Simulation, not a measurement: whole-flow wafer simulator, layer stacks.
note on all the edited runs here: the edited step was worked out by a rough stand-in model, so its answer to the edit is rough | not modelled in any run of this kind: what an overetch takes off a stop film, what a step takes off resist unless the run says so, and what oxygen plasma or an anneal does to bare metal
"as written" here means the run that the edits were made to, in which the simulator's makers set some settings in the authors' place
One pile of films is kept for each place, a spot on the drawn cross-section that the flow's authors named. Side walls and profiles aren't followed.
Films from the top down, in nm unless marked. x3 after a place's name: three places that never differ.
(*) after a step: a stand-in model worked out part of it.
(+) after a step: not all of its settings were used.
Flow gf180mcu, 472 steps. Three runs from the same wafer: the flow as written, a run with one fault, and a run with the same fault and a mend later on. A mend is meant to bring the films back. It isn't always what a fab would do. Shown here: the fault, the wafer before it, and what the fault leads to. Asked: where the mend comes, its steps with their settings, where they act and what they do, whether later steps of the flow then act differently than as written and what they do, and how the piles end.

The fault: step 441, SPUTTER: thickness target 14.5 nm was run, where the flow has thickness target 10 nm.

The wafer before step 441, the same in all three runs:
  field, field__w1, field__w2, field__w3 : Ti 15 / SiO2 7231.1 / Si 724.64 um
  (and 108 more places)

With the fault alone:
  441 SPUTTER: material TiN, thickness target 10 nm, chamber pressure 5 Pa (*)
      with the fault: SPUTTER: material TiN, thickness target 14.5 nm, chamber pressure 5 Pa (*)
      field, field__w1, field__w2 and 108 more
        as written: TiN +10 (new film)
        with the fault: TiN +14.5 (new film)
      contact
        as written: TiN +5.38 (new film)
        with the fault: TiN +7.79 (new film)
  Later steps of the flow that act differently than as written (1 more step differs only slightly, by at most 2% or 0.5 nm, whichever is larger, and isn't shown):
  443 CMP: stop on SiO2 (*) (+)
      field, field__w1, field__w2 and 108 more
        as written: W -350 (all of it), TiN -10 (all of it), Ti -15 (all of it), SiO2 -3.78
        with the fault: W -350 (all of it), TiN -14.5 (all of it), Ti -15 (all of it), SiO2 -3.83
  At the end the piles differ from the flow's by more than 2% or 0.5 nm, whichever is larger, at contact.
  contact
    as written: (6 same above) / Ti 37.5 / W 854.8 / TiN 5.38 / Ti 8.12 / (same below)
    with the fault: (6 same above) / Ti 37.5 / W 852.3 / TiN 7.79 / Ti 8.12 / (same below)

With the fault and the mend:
  The mend comes after step 441.
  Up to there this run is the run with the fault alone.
  441a METAL ETCH: chemistry Cl2/BCl3, etches TiN, AlCu, Ti, depth target 4.5 nm, Cl2 flow 80 sccm, BCl3 flow 40 sccm, ICP power 800 W, bias power 140 W, pressure 8 mTorr (the flow's step 260 once more, with other settings)
      field, field__w1, field__w2 and 109 more
        TiN -4.5
  No later step of the flow acts differently than as written, at any place that is followed, by more than 2% or 0.5 nm, whichever is larger.
  At the end the piles differ from the flow's by more than 2% or 0.5 nm, whichever is larger, at contact.
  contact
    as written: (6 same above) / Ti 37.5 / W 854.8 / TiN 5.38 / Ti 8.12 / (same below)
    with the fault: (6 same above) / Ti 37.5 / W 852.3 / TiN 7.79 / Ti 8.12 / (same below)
    with the mend: (6 same above) / Ti 37.5 / W 856.9 / TiN 3.29 / Ti 8.12 / (same below)
